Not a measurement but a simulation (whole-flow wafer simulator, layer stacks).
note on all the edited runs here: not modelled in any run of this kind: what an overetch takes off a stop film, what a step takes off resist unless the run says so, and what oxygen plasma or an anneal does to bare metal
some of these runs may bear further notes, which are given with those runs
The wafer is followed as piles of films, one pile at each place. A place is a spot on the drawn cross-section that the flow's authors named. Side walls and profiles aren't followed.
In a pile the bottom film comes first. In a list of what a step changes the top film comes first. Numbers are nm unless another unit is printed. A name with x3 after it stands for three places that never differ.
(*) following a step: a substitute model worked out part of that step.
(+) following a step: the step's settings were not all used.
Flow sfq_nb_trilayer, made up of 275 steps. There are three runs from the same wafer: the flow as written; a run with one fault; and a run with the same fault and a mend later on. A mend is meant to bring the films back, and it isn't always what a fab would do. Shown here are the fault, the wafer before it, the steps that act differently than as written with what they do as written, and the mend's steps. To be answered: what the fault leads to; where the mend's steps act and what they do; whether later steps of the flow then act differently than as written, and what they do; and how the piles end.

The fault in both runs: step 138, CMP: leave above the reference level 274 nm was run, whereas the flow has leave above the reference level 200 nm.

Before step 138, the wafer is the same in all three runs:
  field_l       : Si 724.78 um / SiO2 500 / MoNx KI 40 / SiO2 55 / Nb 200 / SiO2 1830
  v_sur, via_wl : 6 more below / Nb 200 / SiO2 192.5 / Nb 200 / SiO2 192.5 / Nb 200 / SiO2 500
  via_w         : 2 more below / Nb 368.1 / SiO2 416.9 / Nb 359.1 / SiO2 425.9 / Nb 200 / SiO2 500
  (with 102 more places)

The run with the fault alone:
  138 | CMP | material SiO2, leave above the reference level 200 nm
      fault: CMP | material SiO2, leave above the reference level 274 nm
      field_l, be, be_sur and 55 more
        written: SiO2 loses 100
        fault: SiO2 loses 26
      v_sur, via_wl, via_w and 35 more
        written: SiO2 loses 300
        fault: SiO2 loses 226
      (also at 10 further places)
  Steps later in the flow that act otherwise than as written (6 other steps are not shown; they differ only slightly, by no more than 2% or 0.5 nm, whichever is larger):
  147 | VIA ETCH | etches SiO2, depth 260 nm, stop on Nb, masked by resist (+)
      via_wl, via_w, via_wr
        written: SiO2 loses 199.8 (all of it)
        fault: SiO2 loses 260
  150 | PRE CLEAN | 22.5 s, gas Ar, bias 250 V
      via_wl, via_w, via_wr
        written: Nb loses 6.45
        fault: SiO2 loses 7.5
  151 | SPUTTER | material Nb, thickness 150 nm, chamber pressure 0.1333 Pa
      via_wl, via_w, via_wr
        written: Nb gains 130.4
        fault: Nb gains 123.3 (new film)
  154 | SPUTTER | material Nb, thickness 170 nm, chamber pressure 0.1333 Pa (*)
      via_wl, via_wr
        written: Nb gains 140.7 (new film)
        fault: Nb gains 103.1 (new film)
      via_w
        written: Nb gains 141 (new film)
        fault: Nb gains 136 (new film)
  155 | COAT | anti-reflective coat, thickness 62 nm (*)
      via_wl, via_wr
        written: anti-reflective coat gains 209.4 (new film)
        fault: anti-reflective coat gains 321.3 (new film)
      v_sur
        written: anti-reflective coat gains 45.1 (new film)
        fault: anti-reflective coat gains 42.8 (new film)
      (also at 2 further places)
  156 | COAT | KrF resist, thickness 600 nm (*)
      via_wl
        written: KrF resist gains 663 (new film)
        fault: KrF resist gains 648.6 (new film)
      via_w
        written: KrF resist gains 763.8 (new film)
        fault: KrF resist gains 811.1 (new film)
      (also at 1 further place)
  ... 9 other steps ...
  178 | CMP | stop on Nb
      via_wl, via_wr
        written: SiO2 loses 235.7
        fault: SiO2 loses 227.2
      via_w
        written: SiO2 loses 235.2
        fault: SiO2 loses 227.2
  By the end, the piles at field_l, v_sur, via_wl and 103 more depart from the flow's by more than 2% or 0.5 nm, whichever is larger.
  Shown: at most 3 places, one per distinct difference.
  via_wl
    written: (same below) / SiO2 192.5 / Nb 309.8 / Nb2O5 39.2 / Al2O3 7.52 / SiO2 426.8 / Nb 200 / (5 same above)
    fault: (same below) / SiO2 192.5 / Nb 200 / SiO2 6.34 / Nb 123.3 / Al 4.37 / Al2O3 0.96 / Nb2O5 52.6 / SiO2 469.8 / Nb 200 / (5 same above)
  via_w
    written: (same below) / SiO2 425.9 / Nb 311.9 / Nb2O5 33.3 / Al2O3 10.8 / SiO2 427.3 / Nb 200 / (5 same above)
    fault: (same below) / SiO2 425.9 / Nb 200 / SiO2 6.34 / Nb 110.8 / Nb2O5 34.7 / Al2O3 10.1 / SiO2 495.5 / Nb 200 / (5 same above)
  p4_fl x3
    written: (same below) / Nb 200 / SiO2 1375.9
    fault: (same below) / Nb 200 / SiO2 1449.9

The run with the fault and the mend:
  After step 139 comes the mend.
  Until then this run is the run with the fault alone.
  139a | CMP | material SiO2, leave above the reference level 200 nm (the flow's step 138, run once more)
      field_l, v_sur, via_wl and 103 more
        SiO2 loses 74
  None of the later steps of the flow acts differently than as written at any place that is followed.
  At every place that both follow, the piles at the end match the flow's.
